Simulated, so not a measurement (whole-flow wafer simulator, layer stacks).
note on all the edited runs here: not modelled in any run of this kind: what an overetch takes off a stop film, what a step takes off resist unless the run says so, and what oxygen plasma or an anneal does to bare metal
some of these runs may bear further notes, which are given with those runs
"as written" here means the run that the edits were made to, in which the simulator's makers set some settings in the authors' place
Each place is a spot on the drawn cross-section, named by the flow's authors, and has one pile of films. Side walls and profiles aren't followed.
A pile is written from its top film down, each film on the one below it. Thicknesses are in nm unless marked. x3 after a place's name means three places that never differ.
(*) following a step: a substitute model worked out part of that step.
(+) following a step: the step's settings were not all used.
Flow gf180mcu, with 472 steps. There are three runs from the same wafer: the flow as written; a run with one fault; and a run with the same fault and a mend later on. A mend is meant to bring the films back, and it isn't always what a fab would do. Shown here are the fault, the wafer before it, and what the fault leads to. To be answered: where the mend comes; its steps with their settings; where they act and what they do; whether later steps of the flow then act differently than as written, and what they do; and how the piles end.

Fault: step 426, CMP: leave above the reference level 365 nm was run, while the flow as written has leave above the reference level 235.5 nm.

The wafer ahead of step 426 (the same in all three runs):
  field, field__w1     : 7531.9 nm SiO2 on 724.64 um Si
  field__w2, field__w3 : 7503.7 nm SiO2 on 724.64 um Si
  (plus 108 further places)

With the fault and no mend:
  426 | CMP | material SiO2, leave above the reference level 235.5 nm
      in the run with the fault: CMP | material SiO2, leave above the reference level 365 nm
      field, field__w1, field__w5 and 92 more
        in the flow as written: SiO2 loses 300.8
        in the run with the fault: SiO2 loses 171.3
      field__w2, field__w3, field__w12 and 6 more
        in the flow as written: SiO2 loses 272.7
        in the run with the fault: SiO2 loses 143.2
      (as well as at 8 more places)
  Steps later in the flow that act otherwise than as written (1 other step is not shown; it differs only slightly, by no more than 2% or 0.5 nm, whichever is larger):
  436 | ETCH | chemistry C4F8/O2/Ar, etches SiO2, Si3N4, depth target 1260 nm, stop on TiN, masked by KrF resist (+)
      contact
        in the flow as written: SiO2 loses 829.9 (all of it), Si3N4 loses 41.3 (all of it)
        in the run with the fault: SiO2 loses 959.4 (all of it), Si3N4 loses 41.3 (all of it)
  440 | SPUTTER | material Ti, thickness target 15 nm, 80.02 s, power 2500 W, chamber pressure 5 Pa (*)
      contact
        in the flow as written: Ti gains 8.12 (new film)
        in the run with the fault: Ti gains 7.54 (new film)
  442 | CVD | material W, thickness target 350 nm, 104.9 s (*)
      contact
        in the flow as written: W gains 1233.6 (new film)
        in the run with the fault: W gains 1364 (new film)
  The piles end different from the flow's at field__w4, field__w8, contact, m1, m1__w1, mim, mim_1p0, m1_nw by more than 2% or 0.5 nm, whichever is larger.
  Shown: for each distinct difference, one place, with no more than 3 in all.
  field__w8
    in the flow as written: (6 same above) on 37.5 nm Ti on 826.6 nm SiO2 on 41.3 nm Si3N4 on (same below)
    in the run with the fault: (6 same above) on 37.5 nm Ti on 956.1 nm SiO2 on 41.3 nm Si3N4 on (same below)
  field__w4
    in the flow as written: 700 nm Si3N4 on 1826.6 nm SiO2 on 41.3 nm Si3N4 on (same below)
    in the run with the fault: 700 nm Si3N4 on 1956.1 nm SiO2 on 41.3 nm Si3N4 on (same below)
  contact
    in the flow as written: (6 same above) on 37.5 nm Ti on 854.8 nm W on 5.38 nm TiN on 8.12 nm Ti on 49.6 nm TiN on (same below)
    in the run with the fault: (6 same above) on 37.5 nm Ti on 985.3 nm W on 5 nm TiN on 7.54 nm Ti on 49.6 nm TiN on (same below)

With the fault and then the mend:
  After step 434 comes the mend.
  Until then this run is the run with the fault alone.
  434a | STRIP | chemistry O2/N2, power 2160 W, pressure 1700 mTorr (*)
      field, field__w1, field__w2 and 108 more
        KrF resist loses 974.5 (all of it), anti-reflective coat loses 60 (all of it)
      contact
        anti-reflective coat loses 60 (all of it)
  434b | CMP | material SiO2, leave above the reference level 235.5 nm (the flow's step 426 again)
      field, field__w1, field__w2 and 109 more
        SiO2 loses 129.5
  434c | HMDS | 120 C, 60 s (the flow's step 428 again)
      leaves every film unchanged at each place that is followed
  434d | COAT | anti-reflective coat, thickness 60 nm, 182 C, 71 s (the flow's step 429 again)
      field, field__w1, field__w2 and 109 more
        anti-reflective coat gains 60 (new film)
  434e | COAT | KrF resist, thickness 1000 nm (the flow's step 430 again)
      field, field__w1, field__w2 and 109 more
        KrF resist gains 1000 (new film)
  434f | SOFTBAKE | KrF resist (the flow's step 431 again)
      leaves every film unchanged at each place that is followed
  434g | EXPOSE | photomask Via5 (the flow's step 432 again)
      leaves every film unchanged at each place that is followed
  434h | PEB | KrF resist, 135 C, 90 s (the flow's step 433 again)
      field, field__w1, field__w2 and 109 more
        KrF resist loses 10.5
  434i | DEVELOP | KrF resist, thickness 1000 nm, 60 s (the flow's step 434 again)
      field, field__w1, field__w2 and 108 more
        KrF resist loses 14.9
      contact
        KrF resist loses 989.5 (all of it)
  Every later step of the flow that is run acts as written at every place that is followed.
  At every place that both follow, the piles at the end match the flow's.
